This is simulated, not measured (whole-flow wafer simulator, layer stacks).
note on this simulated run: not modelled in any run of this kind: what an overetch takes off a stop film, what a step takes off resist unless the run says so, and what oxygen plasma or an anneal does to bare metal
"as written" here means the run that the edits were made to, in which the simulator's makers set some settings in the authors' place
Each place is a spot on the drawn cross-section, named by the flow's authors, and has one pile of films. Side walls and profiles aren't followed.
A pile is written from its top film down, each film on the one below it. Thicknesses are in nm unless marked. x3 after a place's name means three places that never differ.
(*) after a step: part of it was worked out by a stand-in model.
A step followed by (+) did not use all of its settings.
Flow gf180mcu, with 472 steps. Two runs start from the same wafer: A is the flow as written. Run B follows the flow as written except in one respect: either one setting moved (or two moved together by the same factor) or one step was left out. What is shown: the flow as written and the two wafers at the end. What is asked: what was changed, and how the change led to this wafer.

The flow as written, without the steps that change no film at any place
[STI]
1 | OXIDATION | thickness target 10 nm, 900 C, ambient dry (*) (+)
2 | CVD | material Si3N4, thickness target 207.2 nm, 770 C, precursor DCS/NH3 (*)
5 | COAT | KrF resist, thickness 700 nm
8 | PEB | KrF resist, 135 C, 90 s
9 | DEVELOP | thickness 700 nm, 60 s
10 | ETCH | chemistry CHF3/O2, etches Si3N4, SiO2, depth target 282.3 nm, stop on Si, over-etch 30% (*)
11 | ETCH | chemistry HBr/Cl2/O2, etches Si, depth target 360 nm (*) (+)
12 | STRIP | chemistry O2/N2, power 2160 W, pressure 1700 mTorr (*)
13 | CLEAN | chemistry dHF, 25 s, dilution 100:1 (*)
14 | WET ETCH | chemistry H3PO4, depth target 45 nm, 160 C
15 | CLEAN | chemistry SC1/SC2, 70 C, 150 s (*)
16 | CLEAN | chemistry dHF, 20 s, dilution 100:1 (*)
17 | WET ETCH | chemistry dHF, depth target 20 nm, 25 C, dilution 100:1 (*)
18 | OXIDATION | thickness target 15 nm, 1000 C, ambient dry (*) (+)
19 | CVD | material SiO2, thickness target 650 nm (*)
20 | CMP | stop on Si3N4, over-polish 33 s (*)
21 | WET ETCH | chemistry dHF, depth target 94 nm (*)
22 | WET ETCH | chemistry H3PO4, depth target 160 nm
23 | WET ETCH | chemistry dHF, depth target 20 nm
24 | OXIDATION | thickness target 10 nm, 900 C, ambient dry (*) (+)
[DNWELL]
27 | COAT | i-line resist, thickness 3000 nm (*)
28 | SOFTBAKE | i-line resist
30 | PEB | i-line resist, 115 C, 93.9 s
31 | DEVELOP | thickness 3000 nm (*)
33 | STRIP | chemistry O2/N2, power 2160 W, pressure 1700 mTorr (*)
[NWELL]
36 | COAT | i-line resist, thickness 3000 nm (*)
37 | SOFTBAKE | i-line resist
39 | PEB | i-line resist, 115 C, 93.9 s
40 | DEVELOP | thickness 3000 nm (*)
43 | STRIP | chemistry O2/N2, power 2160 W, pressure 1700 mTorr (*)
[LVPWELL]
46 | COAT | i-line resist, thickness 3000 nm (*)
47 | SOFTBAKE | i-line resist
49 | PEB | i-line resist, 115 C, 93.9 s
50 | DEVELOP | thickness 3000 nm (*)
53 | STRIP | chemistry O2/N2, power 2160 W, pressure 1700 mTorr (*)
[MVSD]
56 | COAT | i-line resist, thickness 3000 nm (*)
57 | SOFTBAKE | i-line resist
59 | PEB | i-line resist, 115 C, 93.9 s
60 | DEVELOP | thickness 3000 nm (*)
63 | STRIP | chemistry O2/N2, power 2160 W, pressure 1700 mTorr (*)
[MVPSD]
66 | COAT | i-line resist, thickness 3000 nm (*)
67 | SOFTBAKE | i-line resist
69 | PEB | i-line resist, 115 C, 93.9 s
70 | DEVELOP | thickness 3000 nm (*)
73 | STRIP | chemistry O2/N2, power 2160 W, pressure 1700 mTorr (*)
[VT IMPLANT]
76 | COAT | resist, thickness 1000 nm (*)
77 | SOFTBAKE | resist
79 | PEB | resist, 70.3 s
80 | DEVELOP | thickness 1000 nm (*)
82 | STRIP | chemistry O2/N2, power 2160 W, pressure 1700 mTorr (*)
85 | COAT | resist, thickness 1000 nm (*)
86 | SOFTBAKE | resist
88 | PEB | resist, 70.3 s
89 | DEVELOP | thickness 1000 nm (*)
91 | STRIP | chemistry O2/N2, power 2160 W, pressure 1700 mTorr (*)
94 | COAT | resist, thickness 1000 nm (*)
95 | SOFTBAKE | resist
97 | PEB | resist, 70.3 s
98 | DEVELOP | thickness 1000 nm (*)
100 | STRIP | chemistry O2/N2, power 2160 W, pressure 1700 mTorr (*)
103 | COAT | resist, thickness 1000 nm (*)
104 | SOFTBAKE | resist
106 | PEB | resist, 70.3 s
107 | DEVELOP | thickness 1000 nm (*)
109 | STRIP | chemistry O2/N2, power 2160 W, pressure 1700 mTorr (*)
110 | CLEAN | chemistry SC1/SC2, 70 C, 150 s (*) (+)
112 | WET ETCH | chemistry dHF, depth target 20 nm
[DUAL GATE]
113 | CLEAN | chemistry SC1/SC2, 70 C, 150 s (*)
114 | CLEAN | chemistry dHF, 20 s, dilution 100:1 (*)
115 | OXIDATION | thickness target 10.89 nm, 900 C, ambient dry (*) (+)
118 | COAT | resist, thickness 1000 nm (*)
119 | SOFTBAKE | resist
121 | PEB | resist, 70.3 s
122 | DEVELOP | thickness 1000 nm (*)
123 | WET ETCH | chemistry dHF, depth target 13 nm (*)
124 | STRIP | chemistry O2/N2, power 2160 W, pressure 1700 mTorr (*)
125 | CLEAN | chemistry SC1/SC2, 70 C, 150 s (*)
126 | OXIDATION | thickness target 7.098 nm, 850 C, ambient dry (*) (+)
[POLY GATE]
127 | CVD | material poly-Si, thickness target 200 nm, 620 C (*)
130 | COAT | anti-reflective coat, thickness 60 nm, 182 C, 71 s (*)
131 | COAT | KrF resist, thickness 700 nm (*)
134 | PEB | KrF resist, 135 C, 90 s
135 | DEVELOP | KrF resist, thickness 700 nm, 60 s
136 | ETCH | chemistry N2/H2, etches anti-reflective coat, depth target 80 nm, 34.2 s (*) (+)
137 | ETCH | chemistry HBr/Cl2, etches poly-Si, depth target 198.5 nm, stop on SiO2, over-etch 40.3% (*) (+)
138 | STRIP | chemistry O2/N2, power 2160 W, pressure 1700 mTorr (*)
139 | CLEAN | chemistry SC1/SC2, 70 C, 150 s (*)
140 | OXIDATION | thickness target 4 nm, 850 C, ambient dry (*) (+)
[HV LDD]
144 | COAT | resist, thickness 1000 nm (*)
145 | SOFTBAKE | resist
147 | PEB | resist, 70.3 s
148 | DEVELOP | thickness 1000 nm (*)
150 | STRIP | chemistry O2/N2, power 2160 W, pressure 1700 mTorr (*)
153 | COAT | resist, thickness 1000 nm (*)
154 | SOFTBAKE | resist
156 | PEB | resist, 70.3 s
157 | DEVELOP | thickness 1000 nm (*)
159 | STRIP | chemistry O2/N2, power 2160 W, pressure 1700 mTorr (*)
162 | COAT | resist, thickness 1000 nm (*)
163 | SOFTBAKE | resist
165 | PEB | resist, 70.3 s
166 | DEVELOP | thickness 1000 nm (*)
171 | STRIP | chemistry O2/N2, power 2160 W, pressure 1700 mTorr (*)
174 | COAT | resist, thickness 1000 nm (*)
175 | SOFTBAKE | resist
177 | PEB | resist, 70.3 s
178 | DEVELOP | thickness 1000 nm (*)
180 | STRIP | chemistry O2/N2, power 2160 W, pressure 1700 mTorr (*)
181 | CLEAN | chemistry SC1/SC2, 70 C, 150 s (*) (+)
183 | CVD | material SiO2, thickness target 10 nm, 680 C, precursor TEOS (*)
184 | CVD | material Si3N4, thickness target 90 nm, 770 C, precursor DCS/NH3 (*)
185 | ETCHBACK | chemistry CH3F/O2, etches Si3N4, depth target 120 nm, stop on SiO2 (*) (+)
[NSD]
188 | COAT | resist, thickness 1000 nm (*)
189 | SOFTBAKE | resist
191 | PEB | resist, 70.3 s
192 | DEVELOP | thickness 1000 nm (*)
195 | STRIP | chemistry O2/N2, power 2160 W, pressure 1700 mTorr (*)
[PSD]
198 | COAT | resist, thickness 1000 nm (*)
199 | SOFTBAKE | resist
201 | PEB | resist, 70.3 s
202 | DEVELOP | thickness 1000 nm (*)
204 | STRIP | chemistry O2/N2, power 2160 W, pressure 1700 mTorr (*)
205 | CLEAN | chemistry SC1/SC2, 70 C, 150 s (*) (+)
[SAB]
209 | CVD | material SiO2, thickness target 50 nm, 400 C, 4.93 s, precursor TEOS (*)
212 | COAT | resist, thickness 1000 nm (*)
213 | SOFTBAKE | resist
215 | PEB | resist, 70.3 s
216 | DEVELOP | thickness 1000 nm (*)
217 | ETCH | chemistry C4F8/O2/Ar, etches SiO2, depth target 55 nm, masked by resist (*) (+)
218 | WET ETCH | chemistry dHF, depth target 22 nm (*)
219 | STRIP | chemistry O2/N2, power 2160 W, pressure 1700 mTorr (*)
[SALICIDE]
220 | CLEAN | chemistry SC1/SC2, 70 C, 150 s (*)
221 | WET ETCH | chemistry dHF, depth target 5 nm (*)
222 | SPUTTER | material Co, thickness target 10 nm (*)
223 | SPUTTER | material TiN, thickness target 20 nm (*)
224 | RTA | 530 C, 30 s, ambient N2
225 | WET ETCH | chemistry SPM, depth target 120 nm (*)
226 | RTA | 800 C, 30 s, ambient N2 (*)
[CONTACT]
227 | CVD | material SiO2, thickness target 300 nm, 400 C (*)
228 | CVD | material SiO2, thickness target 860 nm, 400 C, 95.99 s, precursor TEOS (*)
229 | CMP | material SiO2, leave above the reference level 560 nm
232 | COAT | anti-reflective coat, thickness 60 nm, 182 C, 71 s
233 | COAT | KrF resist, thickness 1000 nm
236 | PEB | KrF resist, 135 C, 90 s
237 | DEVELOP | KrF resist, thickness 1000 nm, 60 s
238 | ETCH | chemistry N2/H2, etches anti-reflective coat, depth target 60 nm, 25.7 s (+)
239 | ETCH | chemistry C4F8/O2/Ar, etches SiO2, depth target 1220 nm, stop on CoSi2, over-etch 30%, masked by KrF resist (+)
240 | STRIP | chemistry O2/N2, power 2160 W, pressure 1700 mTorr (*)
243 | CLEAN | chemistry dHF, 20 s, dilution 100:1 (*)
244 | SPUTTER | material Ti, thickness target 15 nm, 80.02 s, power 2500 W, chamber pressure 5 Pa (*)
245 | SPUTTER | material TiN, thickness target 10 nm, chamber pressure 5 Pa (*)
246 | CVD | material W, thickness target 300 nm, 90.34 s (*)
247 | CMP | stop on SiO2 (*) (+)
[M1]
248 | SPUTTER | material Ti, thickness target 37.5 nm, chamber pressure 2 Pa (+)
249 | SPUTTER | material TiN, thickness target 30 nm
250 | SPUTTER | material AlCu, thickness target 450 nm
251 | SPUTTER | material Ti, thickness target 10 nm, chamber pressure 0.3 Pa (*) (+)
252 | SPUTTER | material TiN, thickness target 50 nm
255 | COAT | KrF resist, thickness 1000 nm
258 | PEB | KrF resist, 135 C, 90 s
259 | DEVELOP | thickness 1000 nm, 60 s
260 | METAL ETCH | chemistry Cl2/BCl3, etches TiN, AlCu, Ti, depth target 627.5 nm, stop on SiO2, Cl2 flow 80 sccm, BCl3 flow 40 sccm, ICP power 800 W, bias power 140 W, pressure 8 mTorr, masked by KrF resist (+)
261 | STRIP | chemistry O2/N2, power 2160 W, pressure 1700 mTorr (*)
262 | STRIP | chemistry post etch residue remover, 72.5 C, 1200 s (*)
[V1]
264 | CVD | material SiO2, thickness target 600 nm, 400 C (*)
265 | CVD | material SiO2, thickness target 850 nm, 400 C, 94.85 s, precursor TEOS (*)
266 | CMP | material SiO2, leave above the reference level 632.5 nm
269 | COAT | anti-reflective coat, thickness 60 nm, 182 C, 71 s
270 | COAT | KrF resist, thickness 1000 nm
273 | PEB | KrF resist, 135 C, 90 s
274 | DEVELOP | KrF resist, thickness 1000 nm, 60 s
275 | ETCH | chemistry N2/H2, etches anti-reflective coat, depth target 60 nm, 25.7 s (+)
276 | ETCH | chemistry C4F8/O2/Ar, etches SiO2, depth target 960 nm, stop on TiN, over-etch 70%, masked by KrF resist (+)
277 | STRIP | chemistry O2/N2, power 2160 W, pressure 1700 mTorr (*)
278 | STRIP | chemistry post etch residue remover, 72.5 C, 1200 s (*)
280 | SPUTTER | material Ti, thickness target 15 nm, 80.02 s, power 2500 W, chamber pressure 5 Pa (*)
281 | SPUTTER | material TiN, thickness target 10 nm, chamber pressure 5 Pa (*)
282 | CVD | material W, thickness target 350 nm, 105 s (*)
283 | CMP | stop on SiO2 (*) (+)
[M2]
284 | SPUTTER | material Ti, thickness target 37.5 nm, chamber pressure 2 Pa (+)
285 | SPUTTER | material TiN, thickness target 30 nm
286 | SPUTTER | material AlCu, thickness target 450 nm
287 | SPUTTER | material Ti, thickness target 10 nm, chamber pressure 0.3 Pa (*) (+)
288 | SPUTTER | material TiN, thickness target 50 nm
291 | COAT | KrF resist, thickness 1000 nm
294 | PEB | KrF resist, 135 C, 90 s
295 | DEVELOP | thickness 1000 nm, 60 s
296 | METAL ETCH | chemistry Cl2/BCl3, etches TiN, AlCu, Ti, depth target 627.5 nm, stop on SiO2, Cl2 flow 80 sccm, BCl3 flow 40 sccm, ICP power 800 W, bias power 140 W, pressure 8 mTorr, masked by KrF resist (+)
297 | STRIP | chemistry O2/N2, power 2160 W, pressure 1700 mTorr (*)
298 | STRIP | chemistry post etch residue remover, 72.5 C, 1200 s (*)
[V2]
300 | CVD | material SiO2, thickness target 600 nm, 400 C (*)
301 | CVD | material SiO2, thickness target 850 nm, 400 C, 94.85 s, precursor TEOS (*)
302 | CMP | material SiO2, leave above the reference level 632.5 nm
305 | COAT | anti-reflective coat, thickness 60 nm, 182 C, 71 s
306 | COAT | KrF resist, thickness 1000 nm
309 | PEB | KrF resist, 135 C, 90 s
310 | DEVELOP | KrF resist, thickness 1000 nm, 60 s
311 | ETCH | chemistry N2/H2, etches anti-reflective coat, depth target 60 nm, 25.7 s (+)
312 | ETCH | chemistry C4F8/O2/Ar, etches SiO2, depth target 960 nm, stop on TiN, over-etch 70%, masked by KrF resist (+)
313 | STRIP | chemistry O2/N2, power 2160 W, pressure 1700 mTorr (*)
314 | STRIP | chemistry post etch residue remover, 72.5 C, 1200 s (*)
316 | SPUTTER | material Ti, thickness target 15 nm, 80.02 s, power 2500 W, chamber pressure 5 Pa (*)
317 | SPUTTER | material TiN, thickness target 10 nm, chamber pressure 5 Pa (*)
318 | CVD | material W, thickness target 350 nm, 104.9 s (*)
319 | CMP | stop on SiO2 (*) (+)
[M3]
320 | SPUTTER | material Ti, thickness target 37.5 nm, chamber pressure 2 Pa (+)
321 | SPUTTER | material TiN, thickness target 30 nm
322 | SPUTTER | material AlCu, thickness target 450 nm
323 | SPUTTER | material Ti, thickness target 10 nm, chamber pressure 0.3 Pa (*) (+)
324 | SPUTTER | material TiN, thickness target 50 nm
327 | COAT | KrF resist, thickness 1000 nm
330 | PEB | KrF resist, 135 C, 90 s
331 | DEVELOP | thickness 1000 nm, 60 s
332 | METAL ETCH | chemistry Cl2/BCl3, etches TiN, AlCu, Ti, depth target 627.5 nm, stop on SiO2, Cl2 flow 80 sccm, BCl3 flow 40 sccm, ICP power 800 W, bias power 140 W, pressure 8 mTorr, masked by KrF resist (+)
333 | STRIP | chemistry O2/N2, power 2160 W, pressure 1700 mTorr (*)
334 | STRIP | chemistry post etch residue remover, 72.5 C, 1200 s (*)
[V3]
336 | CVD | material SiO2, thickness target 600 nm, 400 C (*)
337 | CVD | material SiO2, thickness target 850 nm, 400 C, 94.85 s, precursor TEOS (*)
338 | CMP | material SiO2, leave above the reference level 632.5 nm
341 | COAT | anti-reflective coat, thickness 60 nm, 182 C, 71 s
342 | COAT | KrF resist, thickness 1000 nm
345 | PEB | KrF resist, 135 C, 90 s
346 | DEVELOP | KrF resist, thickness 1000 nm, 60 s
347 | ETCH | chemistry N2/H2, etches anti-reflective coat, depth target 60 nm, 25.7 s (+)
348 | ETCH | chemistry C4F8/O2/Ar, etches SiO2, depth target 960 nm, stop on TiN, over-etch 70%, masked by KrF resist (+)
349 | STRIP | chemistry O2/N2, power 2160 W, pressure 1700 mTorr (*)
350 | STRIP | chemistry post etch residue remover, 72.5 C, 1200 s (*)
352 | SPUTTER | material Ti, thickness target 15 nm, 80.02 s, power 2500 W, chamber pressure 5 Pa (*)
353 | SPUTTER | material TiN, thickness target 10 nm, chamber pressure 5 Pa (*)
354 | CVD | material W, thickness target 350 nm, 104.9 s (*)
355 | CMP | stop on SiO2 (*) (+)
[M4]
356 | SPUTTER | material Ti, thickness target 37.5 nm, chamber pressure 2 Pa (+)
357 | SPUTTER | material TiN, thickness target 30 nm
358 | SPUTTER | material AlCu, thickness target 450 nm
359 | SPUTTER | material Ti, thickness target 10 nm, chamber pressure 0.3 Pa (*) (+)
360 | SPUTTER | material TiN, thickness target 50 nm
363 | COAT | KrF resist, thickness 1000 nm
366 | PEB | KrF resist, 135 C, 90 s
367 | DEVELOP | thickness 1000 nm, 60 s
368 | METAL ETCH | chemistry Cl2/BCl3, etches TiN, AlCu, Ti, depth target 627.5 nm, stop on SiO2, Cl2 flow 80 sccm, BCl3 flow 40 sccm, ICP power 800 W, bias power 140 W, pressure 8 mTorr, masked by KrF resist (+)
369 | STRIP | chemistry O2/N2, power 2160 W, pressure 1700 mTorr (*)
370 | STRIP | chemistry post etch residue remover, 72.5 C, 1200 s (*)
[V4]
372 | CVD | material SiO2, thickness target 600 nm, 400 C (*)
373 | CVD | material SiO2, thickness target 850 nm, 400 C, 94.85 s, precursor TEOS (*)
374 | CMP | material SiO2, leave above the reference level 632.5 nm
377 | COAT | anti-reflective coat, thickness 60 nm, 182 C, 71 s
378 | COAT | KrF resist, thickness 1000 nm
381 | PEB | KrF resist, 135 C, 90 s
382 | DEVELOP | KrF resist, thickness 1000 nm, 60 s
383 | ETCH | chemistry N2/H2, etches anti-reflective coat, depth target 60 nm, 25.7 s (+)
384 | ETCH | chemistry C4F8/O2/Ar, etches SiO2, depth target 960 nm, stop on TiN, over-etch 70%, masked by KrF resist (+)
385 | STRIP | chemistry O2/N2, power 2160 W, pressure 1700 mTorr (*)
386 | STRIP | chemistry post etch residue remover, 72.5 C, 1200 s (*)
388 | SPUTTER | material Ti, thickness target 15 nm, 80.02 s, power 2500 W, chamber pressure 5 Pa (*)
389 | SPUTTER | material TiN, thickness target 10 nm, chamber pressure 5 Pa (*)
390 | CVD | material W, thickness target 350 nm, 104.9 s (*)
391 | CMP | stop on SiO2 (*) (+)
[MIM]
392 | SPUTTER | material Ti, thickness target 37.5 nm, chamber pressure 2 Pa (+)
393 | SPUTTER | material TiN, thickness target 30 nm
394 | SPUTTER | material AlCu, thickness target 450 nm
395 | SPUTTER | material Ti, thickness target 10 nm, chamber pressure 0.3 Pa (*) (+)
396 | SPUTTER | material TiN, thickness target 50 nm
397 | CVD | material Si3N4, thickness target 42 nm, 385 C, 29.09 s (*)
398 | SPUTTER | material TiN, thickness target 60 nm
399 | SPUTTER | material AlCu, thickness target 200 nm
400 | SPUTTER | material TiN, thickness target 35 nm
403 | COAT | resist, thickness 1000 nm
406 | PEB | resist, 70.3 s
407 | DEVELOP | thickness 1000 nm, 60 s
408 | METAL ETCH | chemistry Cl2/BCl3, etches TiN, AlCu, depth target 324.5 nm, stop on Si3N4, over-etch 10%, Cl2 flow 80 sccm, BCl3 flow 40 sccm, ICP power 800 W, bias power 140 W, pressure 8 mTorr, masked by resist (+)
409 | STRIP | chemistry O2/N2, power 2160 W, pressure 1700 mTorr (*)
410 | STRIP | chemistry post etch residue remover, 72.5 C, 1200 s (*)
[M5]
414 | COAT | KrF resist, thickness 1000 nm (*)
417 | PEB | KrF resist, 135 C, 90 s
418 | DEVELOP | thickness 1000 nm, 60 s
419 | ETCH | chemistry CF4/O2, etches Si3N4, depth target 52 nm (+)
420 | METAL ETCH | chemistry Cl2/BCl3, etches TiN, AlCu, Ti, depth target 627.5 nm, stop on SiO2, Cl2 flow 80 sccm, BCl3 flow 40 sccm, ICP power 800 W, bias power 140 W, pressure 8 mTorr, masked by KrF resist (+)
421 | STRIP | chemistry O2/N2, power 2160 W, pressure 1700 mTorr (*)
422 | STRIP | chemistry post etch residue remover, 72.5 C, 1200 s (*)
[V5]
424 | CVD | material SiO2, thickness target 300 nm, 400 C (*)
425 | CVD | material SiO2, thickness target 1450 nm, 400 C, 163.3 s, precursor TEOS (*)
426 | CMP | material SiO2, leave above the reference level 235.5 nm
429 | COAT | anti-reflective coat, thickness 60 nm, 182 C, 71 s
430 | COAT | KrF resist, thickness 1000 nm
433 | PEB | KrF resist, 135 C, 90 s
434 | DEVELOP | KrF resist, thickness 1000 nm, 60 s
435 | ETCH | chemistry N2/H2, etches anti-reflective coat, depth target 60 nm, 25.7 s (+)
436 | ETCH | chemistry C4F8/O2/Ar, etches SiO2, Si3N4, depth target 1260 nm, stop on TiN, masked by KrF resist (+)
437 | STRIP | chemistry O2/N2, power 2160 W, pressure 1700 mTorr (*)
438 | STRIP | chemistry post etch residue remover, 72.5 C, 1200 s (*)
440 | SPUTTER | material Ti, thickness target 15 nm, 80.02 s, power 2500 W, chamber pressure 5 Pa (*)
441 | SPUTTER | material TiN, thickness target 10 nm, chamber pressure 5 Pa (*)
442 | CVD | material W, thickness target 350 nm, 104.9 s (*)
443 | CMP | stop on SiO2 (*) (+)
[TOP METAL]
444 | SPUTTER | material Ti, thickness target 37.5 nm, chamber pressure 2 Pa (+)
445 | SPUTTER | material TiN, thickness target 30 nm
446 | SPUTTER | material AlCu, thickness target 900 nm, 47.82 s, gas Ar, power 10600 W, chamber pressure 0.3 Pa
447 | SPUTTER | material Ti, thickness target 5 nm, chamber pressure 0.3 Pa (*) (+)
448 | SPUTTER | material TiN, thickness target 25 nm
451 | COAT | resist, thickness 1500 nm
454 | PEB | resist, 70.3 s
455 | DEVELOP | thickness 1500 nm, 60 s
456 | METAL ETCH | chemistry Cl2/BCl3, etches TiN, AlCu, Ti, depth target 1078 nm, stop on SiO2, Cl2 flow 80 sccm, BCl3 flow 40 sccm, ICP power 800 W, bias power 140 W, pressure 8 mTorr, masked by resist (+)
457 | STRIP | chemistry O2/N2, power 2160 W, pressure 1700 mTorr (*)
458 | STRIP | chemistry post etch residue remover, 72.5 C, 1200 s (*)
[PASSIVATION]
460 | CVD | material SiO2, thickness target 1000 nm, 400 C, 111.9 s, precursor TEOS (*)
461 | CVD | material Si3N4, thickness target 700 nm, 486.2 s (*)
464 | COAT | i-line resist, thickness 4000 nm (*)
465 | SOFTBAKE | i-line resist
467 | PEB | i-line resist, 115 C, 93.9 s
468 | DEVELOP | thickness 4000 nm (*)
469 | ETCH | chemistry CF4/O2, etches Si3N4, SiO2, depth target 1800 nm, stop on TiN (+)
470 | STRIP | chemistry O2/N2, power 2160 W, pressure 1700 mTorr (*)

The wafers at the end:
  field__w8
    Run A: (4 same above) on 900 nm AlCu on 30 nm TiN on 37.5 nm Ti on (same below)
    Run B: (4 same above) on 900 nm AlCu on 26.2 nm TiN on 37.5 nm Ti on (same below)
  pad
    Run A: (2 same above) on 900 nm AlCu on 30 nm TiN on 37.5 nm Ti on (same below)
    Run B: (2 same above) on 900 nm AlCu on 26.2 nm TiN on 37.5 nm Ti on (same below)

What caused this: step 445, SPUTTER: thickness target 26.2 nm was run, whereas the flow has thickness target 30 nm.
The wafer itself shows it: field__w8 has TiN 26.2, and step 445 as written asks for 30 nm.

The path from the change to this, step by step:
  445 | SPUTTER | material TiN, thickness target 30 nm
      field, field__w1, field__w2 and 109 more: A +30 TiN (new film) | B +26.2 TiN (new film)
  456 | METAL ETCH | chemistry Cl2/BCl3, etches TiN, AlCu, Ti, depth target 1078 nm, stop on SiO2, Cl2 flow 80 sccm, BCl3 flow 40 sccm, ICP power 800 W, bias power 140 W, pressure 8 mTorr, masked by resist (+)
      field, field__w1, field__w2 and 103 more: A -25 TiN (all of it), -5 Ti (all of it), -900 AlCu (all of it), -30 TiN (all of it), -37.5 Ti (all of it) | B -25 TiN (all of it), -5 Ti (all of it), -900 AlCu (all of it), -26.2 TiN (all of it), -37.5 Ti (all of it)
